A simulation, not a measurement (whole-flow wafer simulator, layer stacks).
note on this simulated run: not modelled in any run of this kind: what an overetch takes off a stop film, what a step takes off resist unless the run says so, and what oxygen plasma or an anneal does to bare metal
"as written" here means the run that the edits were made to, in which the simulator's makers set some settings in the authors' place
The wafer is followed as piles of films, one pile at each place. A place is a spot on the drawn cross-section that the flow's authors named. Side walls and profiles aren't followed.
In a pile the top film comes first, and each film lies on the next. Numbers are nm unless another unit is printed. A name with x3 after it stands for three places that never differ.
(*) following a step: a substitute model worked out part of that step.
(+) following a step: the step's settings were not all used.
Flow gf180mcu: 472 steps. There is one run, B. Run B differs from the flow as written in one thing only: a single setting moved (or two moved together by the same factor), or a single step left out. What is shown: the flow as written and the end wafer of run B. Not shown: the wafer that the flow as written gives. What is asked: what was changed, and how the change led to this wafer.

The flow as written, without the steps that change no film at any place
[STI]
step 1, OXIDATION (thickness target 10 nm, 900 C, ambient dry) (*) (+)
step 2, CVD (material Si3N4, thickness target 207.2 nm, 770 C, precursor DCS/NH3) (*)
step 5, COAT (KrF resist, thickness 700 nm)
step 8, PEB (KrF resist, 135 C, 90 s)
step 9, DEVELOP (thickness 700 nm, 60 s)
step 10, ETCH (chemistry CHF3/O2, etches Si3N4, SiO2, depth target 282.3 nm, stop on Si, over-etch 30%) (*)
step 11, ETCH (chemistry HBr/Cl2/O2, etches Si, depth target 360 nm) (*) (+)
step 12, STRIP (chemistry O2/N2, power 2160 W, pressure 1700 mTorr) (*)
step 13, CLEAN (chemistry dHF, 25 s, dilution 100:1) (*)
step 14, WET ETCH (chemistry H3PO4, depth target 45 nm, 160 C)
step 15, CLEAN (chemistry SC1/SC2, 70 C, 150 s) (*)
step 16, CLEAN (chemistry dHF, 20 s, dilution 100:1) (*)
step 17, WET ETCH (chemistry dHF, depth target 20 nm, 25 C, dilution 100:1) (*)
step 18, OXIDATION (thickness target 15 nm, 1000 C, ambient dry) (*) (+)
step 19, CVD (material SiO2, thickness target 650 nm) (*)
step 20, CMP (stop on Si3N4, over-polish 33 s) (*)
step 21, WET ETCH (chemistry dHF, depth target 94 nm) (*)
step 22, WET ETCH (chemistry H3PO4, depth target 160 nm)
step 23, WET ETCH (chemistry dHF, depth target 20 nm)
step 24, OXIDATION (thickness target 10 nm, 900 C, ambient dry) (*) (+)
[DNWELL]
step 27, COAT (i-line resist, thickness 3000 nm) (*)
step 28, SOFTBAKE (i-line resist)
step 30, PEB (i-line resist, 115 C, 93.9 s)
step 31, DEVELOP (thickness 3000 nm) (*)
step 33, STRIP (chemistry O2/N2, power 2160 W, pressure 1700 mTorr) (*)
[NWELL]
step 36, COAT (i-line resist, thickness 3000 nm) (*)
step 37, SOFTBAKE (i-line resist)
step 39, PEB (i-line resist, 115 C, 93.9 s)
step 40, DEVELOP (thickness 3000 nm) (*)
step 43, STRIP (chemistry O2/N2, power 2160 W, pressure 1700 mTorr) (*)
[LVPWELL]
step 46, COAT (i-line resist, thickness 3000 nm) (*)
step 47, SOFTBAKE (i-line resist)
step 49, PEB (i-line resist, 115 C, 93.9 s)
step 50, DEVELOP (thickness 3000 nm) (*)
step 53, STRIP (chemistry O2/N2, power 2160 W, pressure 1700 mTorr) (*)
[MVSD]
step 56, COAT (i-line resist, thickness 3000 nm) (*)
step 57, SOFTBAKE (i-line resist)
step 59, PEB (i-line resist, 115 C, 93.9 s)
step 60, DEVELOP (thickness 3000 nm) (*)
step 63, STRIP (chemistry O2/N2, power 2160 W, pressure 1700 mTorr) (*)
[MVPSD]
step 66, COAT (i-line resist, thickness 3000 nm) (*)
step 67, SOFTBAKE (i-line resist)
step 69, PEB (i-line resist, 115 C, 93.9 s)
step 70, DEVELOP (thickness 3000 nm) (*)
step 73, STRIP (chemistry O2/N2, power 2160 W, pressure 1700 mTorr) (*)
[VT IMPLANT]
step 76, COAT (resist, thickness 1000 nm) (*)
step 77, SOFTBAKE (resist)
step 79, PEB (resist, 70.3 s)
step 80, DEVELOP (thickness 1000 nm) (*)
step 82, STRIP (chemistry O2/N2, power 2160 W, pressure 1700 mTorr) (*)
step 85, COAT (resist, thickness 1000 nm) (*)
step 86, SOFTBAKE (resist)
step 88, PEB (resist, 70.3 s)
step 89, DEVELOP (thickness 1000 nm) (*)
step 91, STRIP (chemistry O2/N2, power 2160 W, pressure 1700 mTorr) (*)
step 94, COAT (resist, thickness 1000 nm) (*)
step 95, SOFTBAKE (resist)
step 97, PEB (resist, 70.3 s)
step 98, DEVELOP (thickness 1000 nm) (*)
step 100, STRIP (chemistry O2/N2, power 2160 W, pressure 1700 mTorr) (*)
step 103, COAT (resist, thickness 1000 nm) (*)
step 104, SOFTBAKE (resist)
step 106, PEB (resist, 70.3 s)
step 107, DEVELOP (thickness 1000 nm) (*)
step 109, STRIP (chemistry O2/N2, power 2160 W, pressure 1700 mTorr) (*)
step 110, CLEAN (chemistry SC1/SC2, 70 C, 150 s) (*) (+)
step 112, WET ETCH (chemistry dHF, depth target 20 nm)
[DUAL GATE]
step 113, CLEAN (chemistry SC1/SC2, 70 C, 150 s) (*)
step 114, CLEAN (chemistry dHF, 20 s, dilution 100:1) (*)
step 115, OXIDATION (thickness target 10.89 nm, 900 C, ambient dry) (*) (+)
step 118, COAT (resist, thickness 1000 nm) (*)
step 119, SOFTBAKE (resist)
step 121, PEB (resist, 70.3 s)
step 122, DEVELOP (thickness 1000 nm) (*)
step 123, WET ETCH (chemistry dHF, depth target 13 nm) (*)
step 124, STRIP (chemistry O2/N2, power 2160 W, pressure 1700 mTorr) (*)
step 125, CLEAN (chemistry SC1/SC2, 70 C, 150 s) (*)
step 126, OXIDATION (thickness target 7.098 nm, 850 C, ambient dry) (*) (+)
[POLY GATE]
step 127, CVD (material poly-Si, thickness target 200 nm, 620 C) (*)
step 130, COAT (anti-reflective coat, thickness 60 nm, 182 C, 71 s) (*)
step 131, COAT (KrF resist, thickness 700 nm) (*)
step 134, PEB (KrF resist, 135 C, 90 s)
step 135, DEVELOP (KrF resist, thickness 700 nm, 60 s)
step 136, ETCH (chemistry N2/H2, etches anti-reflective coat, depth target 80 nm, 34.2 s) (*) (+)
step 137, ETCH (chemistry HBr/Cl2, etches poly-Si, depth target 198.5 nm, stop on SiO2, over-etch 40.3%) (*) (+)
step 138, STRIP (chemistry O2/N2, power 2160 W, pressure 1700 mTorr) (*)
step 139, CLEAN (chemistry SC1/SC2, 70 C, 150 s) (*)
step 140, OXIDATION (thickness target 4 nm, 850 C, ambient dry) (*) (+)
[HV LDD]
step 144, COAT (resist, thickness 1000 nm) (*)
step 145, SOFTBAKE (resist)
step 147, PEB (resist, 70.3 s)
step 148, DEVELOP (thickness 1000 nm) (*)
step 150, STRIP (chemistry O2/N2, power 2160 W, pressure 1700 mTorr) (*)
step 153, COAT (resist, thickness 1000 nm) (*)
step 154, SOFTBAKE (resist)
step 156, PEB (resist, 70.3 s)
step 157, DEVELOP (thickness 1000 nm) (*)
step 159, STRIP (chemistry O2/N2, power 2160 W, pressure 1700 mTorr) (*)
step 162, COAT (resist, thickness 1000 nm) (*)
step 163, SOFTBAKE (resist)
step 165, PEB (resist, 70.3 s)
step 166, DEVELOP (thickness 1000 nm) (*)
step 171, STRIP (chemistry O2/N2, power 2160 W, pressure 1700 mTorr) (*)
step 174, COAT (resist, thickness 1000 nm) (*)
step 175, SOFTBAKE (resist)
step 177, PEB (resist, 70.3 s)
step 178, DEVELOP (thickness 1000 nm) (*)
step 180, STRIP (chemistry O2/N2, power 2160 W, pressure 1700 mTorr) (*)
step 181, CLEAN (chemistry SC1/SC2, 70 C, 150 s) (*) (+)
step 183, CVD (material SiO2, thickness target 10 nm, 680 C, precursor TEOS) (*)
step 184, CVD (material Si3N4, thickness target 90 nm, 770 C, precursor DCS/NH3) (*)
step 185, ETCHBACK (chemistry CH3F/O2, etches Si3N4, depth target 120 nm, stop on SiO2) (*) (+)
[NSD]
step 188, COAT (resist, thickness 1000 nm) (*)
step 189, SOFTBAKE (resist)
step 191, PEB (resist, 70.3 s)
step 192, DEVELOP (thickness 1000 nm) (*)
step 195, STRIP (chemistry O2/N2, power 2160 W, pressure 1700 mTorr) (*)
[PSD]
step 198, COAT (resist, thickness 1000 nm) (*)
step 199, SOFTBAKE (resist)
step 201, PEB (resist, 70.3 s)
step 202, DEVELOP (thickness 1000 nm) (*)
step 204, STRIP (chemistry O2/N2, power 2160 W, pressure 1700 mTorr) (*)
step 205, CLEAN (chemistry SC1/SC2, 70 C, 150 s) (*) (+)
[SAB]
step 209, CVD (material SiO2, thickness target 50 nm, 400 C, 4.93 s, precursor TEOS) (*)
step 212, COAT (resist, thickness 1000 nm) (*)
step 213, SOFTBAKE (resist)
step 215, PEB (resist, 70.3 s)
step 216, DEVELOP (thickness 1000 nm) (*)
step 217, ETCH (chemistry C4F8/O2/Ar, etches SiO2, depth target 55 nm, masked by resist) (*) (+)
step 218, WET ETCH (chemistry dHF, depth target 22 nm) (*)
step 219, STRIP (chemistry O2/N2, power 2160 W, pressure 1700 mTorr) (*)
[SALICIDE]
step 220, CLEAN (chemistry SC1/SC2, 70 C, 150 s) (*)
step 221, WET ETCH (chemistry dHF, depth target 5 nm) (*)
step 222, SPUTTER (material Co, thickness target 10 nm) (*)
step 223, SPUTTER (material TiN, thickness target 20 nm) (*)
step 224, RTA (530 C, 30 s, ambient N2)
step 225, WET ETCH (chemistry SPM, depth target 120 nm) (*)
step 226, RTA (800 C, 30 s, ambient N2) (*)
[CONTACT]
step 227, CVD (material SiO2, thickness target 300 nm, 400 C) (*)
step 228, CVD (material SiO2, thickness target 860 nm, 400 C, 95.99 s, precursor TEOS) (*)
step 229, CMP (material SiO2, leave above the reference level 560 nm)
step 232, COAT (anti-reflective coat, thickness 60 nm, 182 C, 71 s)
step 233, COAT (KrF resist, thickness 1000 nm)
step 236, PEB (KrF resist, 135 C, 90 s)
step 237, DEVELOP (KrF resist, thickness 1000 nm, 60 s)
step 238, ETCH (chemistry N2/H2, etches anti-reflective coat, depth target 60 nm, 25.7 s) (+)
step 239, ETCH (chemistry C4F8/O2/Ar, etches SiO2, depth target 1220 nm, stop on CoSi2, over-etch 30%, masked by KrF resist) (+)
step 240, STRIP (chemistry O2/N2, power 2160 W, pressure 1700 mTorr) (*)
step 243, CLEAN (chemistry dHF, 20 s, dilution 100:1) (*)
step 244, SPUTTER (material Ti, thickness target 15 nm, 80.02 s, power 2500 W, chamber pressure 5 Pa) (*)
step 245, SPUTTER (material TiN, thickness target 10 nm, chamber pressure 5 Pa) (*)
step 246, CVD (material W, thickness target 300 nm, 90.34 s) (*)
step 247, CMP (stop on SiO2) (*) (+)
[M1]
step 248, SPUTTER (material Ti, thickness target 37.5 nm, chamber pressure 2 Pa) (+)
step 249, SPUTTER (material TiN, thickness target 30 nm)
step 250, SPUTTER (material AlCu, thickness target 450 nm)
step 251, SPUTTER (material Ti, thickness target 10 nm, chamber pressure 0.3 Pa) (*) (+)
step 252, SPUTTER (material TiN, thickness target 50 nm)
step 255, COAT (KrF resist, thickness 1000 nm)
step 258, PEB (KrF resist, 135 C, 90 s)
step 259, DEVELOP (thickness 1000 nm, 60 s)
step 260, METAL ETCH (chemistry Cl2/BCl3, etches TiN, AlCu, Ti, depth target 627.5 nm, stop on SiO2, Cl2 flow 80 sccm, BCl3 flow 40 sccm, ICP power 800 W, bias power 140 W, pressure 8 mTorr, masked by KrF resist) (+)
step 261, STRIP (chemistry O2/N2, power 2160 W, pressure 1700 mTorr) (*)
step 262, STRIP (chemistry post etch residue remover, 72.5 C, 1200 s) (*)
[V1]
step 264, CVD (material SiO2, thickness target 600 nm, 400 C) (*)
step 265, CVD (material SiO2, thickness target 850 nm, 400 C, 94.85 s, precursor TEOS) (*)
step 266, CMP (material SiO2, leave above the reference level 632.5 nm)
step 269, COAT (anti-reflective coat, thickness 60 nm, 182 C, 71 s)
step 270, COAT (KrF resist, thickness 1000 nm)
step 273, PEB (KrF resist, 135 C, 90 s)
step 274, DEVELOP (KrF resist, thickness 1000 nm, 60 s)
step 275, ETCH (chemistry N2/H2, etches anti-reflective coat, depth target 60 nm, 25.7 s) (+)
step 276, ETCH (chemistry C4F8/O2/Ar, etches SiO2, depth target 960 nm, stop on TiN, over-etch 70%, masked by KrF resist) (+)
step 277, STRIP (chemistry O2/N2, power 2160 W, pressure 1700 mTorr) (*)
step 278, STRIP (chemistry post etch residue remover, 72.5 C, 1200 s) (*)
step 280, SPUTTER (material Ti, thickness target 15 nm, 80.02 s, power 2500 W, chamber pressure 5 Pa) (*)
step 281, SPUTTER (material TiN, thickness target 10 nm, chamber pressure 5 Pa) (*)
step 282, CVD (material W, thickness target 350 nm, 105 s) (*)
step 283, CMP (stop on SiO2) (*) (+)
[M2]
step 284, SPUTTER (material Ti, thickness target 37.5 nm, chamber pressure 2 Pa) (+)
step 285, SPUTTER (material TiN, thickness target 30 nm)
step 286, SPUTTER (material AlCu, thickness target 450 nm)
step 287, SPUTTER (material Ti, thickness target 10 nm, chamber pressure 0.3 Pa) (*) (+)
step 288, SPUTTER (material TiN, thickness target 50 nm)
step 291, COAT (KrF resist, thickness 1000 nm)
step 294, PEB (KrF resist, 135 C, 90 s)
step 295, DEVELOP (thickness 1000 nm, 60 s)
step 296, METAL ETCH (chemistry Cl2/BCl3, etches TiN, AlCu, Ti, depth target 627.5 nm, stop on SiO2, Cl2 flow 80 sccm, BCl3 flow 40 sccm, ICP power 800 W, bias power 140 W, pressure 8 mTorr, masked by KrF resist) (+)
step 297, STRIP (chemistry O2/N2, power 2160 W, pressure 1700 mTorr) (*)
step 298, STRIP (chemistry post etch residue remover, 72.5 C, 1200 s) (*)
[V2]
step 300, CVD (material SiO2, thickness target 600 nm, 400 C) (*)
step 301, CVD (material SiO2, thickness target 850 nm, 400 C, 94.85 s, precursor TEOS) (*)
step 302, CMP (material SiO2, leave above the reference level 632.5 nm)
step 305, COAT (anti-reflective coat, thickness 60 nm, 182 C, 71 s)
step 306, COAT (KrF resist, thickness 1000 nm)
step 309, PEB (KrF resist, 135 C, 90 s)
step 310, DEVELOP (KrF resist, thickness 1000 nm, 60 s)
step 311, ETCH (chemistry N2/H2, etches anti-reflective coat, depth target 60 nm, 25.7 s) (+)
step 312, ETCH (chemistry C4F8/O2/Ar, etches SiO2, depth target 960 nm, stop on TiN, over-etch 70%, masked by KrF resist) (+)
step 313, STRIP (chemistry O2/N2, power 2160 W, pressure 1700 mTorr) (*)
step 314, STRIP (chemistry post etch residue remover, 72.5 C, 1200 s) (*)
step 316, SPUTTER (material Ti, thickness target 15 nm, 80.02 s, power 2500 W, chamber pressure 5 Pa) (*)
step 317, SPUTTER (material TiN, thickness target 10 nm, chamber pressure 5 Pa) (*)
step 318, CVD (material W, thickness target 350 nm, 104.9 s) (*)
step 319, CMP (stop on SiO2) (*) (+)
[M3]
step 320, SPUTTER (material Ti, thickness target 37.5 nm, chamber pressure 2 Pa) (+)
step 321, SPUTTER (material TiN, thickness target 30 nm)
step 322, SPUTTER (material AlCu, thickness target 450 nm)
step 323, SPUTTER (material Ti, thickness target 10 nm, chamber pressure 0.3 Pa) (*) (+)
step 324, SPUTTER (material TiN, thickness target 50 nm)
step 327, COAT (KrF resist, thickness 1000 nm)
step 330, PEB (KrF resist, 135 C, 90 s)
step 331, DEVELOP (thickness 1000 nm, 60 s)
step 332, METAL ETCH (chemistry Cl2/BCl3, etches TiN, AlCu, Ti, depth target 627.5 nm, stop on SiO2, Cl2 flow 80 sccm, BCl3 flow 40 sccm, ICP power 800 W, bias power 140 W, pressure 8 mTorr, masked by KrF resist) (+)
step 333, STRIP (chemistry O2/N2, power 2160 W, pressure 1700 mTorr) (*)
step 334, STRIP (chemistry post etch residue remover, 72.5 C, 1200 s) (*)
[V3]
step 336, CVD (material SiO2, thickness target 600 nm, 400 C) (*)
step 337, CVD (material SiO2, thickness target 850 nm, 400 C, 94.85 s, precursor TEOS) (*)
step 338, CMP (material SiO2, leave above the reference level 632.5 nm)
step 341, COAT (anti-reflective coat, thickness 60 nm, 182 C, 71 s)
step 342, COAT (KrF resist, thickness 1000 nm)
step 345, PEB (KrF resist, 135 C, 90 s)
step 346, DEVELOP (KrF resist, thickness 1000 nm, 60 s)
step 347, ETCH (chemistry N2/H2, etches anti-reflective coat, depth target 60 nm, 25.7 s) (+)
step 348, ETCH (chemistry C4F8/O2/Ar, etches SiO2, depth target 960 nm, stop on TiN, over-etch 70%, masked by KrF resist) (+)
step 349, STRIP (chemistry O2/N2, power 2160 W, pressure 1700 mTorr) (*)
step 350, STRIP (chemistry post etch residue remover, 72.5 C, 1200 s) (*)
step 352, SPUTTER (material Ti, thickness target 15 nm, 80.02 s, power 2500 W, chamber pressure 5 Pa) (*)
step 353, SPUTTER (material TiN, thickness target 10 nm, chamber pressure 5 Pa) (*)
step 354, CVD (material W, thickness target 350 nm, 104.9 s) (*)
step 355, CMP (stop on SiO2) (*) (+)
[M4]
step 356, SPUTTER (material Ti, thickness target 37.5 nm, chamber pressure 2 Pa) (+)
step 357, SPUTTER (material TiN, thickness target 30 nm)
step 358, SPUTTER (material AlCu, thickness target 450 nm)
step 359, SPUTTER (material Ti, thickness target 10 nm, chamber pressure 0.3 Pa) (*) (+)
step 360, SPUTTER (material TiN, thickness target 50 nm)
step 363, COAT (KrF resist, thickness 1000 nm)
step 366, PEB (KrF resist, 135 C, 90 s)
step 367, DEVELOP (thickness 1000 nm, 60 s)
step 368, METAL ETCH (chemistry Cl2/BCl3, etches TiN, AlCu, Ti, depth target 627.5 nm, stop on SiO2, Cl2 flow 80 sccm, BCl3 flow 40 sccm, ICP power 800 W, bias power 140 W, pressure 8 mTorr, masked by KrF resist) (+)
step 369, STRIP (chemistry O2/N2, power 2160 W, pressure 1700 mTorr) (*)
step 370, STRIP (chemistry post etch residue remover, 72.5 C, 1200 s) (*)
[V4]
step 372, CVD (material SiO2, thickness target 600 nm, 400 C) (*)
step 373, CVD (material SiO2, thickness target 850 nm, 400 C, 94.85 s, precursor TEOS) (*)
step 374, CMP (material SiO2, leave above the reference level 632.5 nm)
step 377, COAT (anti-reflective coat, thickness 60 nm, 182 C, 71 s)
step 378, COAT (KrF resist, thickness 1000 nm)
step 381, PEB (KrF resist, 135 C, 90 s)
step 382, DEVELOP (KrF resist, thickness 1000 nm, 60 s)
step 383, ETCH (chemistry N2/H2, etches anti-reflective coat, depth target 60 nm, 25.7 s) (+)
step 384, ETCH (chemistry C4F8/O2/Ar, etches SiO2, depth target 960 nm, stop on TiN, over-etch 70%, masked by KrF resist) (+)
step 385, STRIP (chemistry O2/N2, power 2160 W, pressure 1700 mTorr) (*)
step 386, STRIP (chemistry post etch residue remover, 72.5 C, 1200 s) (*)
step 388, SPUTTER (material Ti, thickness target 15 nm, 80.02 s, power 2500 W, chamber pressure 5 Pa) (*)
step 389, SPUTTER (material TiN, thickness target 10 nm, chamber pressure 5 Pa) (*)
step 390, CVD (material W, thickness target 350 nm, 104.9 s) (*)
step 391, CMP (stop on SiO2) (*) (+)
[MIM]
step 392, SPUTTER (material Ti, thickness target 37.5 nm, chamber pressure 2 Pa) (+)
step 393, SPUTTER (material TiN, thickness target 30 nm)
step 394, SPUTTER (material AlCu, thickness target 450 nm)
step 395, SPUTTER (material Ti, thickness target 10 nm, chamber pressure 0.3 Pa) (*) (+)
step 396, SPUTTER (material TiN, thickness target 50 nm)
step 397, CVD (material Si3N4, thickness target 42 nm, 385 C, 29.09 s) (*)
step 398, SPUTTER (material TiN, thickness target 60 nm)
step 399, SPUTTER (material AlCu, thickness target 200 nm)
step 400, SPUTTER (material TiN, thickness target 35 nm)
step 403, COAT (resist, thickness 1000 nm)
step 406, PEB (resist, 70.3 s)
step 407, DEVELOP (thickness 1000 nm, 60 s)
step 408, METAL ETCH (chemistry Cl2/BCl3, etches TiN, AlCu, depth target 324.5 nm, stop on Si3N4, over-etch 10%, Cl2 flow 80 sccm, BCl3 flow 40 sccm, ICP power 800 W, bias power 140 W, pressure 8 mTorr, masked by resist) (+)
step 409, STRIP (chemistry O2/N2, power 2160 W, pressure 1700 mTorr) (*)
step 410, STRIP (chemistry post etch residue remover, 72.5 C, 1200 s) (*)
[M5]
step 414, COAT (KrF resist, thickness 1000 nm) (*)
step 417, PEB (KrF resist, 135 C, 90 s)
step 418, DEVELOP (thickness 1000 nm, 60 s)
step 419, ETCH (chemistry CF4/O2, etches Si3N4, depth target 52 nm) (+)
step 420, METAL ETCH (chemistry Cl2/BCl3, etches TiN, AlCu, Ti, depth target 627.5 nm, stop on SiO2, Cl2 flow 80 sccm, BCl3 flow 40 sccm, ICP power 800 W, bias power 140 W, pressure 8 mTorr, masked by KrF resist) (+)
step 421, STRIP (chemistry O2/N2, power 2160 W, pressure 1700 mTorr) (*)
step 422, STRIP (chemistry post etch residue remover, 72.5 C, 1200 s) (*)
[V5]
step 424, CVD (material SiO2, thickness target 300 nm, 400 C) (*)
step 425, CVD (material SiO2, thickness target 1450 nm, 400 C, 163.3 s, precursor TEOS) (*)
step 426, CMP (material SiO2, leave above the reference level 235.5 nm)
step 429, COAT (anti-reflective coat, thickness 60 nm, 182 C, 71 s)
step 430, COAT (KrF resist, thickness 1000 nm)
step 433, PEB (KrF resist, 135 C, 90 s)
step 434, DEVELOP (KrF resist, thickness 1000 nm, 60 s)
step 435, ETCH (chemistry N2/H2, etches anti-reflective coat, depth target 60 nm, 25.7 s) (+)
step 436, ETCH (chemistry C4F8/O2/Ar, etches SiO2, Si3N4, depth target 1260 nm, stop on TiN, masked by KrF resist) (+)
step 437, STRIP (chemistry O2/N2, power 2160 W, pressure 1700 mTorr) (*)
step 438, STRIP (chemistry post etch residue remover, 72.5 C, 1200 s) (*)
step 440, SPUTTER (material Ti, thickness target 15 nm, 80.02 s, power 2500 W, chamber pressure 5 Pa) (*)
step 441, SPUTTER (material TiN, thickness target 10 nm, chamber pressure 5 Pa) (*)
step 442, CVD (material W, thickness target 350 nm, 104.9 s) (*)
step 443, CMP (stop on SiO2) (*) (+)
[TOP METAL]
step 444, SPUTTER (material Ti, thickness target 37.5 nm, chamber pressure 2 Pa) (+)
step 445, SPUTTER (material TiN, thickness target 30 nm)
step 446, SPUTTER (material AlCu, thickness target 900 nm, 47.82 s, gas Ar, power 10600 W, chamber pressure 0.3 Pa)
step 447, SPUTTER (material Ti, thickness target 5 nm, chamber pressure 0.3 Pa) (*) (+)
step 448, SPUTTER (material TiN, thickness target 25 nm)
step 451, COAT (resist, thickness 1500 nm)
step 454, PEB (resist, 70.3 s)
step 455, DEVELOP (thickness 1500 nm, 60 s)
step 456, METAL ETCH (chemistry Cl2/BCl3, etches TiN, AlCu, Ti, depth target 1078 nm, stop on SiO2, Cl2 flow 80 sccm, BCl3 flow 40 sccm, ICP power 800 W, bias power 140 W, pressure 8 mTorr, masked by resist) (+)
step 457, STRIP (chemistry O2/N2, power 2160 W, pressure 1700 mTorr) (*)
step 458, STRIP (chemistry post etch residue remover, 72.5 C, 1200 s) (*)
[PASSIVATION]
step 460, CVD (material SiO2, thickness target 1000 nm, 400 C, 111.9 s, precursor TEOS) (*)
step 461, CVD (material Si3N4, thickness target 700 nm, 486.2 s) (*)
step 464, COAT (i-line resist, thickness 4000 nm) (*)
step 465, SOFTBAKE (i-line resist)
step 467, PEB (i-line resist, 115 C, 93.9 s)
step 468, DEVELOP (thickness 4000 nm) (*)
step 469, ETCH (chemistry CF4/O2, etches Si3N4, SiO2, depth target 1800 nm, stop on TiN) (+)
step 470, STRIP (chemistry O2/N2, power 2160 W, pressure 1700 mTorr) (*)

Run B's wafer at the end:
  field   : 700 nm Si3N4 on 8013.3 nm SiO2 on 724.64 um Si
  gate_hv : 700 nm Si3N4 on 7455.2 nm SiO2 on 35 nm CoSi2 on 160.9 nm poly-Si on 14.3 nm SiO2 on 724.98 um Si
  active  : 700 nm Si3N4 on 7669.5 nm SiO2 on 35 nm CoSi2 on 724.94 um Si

Cause: step 358, SPUTTER: thickness target 236 nm was run, whereas the flow has thickness target 450 nm.

How this came from the change, step by step:
  step 358, SPUTTER (material AlCu, thickness target 450 nm)
      field, field__w1, field__w2 and 108 more: AlCu gains 236 (new film) (in the flow as written it would be: AlCu gains 450 (new film))
  step 368, METAL ETCH (chemistry Cl2/BCl3, etches TiN, AlCu, Ti, depth target 627.5 nm, stop on SiO2, Cl2 flow 80 sccm, BCl3 flow 40 sccm, ICP power 800 W, bias power 140 W, pressure 8 mTorr, masked by KrF resist) (+)
      field, field__w1, field__w2 and 103 more: TiN loses 50 (all of it), Ti loses 10 (all of it), AlCu loses 236 (all of it), TiN loses 30 (all of it), Ti loses 37.5 (all of it) (in the flow as written it would be: TiN loses 50 (all of it), Ti loses 10 (all of it), AlCu loses 450 (all of it), TiN loses 30 (all of it), Ti loses 37.5 (all of it))
      field__w8, contact, m1, m1__w1, m1_nw: KrF resist loses 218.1 (in the flow as written it would be: KrF resist loses 251)
  step 369, STRIP (chemistry O2/N2, power 2160 W, pressure 1700 mTorr) (*)
      field__w8, contact, m1, m1__w1, m1_nw: KrF resist loses 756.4 (all of it) (in the flow as written it would be: KrF resist loses 723.5 (all of it))
  step 374, CMP (material SiO2, leave above the reference level 632.5 nm)
      field, field__w1, field__w2 and 103 more: SiO2 loses 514 (in the flow as written it would be: SiO2 loses 300)
